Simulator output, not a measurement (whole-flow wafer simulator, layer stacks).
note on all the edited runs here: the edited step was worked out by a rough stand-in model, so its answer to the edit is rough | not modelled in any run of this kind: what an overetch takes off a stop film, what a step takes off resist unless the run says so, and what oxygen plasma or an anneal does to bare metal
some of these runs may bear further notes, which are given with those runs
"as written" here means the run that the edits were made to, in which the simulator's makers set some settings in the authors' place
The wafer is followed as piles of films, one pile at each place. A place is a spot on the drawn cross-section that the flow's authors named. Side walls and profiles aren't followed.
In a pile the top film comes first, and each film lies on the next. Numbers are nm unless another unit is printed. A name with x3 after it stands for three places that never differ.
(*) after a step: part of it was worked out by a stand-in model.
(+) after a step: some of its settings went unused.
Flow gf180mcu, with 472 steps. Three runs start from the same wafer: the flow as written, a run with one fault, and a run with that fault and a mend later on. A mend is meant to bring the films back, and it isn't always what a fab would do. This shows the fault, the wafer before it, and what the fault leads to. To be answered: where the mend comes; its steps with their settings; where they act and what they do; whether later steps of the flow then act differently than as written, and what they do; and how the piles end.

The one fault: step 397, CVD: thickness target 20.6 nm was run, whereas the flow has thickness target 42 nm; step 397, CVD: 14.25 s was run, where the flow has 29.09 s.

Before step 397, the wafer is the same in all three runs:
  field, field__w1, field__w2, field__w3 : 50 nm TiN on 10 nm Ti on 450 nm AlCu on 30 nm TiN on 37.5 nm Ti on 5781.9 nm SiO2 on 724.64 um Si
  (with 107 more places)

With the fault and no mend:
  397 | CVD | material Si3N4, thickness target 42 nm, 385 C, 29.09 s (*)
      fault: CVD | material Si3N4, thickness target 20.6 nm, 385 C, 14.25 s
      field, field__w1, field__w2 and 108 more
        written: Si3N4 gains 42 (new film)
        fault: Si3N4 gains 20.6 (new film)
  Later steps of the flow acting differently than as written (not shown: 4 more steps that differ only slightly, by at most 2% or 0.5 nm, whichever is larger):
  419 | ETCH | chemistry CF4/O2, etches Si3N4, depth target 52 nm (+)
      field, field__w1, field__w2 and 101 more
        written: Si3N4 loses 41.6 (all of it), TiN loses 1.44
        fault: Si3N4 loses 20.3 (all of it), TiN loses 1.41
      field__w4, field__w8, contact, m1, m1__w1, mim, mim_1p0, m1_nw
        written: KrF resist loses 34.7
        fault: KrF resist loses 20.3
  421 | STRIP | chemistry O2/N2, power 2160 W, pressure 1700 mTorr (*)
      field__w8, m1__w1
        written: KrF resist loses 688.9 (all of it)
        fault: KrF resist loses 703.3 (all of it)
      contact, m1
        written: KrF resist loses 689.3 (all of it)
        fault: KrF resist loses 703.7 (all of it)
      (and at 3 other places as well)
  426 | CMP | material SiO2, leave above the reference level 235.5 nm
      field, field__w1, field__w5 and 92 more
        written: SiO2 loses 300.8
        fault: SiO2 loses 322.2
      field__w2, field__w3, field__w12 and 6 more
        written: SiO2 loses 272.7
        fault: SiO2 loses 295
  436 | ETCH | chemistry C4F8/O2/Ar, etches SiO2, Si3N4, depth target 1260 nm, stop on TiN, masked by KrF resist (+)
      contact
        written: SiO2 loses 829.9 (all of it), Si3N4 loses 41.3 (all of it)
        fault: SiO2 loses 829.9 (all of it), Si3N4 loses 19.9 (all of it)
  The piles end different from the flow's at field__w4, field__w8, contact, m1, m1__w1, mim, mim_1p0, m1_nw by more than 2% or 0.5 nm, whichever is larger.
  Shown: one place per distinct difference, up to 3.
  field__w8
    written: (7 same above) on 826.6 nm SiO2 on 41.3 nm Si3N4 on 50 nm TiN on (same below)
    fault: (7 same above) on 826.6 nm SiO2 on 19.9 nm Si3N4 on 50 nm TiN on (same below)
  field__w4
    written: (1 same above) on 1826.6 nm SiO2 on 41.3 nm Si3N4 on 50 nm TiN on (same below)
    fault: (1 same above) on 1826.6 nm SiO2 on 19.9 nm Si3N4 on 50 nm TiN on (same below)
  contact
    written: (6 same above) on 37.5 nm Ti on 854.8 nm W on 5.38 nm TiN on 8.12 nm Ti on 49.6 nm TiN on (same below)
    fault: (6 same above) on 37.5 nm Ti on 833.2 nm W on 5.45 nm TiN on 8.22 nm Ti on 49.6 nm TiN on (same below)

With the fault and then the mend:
  The mend stands after step 397.
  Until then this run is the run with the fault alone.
  397a | CVD | material Si3N4, thickness target 21.4 nm, 385 C, 14.82 s (the flow's step 397 again, with other settings)
      field, field__w1, field__w2 and 108 more
        Si3N4 gains 21.4
  Later steps of the flow that are run all act as written at every place that is followed, up to a difference of at most 2% or 0.5 nm, whichever is larger.
  When the end is reached, the piles differ only a little from the flow's at the places that both follow, at most by 2% or 0.5 nm, whichever is larger.
